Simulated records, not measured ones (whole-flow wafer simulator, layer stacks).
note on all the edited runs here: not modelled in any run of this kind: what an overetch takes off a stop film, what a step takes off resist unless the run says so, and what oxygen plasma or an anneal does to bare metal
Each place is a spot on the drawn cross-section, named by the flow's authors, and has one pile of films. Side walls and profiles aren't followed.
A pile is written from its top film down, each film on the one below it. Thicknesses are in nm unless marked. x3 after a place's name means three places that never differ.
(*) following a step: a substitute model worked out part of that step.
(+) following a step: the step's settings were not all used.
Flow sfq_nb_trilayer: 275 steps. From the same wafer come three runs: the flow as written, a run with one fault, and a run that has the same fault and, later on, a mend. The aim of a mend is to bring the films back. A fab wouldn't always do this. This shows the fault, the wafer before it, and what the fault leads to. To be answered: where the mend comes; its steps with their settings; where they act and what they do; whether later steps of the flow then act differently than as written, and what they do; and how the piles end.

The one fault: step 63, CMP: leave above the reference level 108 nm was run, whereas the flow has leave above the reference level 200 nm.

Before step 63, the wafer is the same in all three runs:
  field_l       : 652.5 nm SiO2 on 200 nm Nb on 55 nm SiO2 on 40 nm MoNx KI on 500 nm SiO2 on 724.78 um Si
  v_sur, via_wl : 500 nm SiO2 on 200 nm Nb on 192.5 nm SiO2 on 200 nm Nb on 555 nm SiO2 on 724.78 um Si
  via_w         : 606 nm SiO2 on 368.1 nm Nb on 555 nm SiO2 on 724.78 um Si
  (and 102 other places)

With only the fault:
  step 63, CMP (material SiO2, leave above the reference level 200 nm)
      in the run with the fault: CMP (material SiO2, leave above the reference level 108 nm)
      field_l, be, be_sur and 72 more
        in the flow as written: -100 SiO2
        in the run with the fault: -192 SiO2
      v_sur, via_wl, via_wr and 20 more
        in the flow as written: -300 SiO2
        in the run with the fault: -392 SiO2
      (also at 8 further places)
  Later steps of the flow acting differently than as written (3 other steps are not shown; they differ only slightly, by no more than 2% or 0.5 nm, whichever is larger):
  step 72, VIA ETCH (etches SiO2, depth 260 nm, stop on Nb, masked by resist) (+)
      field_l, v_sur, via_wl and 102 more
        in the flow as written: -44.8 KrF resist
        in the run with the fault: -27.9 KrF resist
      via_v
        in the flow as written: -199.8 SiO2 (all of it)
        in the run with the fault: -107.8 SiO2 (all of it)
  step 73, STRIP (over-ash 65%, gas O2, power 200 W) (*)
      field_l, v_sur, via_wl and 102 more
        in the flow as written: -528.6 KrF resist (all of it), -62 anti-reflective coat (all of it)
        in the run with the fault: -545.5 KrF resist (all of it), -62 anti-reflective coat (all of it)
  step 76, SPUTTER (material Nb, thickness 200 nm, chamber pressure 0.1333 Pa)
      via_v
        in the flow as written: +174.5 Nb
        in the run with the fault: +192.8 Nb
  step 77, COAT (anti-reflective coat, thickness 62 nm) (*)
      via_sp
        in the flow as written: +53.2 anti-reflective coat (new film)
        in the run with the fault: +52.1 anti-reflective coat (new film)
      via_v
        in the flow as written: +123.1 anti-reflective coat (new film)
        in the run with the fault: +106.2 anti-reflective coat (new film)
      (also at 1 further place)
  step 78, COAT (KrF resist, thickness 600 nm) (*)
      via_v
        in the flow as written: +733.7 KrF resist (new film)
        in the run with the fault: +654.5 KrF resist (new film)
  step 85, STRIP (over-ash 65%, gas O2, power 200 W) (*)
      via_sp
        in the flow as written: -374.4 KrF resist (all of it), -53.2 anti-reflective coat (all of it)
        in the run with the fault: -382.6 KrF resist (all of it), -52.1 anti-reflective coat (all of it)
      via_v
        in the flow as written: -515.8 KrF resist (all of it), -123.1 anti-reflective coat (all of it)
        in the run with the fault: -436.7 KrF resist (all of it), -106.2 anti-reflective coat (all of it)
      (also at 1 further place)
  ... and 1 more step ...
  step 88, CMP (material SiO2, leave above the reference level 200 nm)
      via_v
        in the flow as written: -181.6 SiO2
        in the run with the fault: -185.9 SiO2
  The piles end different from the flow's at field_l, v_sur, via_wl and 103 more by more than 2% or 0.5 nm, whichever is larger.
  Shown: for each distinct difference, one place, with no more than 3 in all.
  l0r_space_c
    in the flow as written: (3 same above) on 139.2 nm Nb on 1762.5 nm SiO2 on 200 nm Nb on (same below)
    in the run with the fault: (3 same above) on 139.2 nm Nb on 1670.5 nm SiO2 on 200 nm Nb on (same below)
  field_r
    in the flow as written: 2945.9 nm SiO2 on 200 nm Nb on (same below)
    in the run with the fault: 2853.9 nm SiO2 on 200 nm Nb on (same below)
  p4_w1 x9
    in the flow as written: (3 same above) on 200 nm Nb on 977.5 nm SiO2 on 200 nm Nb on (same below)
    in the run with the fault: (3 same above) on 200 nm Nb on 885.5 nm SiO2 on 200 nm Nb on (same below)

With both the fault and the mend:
  The mend stands after step 64.
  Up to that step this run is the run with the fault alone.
  step 64a, PECVD (material SiO2, thickness 92 nm, 150 C, 20.44 s, RF power 183.3 W, pressure 2.4 Torr, precursor SiH4/N2O) (a further turn of the flow's step 62, with different settings)
      field_l, v_sur, via_wl and 103 more
        +92 SiO2
  None of the later steps of the flow acts differently than as written at any place that is followed.
  The piles end the same as the flow's at every place that both follow.
